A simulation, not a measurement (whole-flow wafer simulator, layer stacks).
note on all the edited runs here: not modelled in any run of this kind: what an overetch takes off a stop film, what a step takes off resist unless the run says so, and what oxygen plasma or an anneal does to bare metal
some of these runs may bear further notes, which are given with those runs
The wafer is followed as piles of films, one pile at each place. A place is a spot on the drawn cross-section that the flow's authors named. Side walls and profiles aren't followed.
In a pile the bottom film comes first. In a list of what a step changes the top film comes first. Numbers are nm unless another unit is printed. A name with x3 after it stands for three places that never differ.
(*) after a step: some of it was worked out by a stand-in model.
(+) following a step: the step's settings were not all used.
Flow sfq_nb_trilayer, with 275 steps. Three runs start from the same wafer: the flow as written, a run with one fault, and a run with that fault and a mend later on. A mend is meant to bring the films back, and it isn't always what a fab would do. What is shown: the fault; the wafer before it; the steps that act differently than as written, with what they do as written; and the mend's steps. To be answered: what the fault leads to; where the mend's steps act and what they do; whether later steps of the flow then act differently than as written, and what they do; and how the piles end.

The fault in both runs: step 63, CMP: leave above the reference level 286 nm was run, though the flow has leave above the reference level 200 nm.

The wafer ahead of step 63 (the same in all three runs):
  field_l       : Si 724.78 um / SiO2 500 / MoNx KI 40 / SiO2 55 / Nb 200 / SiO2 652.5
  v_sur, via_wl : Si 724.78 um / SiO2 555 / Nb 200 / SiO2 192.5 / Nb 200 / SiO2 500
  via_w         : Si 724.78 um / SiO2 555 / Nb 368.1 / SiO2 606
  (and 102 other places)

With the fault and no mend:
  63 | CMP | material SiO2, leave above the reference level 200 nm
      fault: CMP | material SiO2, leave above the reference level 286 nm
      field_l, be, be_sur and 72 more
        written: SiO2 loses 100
        fault: SiO2 loses 14
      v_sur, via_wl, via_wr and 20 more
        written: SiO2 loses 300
        fault: SiO2 loses 214
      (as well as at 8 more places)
  Later steps of the flow acting differently than as written (4 more steps, not shown, differ only slightly: by at most 2% or 0.5 nm, whichever is larger):
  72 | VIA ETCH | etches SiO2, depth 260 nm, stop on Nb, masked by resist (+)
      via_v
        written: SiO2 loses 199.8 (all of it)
        fault: SiO2 loses 260
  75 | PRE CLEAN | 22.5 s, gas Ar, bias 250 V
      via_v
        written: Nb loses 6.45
        fault: SiO2 loses 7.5
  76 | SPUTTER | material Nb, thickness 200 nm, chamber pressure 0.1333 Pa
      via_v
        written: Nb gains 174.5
        fault: Nb gains 163.1 (new film)
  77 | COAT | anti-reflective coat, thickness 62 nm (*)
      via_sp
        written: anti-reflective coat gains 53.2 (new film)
        fault: anti-reflective coat gains 51.9 (new film)
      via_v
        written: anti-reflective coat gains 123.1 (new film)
        fault: anti-reflective coat gains 136.1 (new film)
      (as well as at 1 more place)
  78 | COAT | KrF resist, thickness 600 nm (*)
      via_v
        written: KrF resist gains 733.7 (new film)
        fault: KrF resist gains 783.4 (new film)
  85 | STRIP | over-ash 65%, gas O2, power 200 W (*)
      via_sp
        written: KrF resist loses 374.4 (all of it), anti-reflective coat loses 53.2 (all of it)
        fault: KrF resist loses 370.4 (all of it), anti-reflective coat loses 51.9 (all of it)
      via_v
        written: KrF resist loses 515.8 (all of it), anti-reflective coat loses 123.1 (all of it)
        fault: KrF resist loses 565.3 (all of it), anti-reflective coat loses 136.1 (all of it)
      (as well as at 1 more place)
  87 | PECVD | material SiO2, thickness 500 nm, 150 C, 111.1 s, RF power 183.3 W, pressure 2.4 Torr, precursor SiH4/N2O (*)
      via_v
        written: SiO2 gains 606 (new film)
        fault: SiO2 gains 678.7 (new film)
  By the end, the piles at field_l, v_sur, via_wl and 103 more depart from the flow's by more than 2% or 0.5 nm, whichever is larger.
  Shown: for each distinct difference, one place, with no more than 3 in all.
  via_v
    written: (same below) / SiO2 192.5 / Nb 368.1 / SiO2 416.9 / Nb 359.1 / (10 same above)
    fault: (same below) / SiO2 192.5 / Nb 200 / SiO2 18.3 / Nb 163.1 / SiO2 489.6 / Nb 359.1 / (10 same above)
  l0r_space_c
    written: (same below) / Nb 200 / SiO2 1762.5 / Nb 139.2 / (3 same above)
    fault: (same below) / Nb 200 / SiO2 1848.5 / Nb 139.2 / (3 same above)
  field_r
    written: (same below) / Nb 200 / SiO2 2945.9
    fault: (same below) / Nb 200 / SiO2 3031.9

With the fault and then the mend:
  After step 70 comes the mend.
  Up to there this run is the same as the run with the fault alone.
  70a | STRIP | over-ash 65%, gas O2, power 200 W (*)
      field_l, v_sur, via_wl and 102 more
        KrF resist loses 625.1 (all of it), anti-reflective coat loses 62 (all of it)
      via_v
        anti-reflective coat loses 62 (all of it)
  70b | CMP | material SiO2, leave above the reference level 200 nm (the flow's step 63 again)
      field_l, v_sur, via_wl and 103 more
        SiO2 loses 86
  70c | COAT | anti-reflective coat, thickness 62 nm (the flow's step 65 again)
      field_l, v_sur, via_wl and 103 more
        anti-reflective coat gains 62 (new film)
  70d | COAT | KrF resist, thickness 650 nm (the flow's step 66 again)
      field_l, v_sur, via_wl and 103 more
        KrF resist gains 650 (new film)
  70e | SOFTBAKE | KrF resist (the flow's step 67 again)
      leaves every film unchanged at each place that is followed
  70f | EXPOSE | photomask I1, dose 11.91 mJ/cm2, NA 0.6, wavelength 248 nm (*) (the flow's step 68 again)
      leaves every film unchanged at each place that is followed
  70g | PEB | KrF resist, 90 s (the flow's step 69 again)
      field_l, v_sur, via_wl and 103 more
        KrF resist loses 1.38
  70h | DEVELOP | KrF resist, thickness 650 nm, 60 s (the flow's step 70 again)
      field_l, v_sur, via_wl and 102 more
        KrF resist loses 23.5
      via_v
        KrF resist loses 648.6 (all of it)
  None of the later steps of the flow acts differently than as written at any place that is followed.
  The piles end the same as the flow's at every place that both follow.
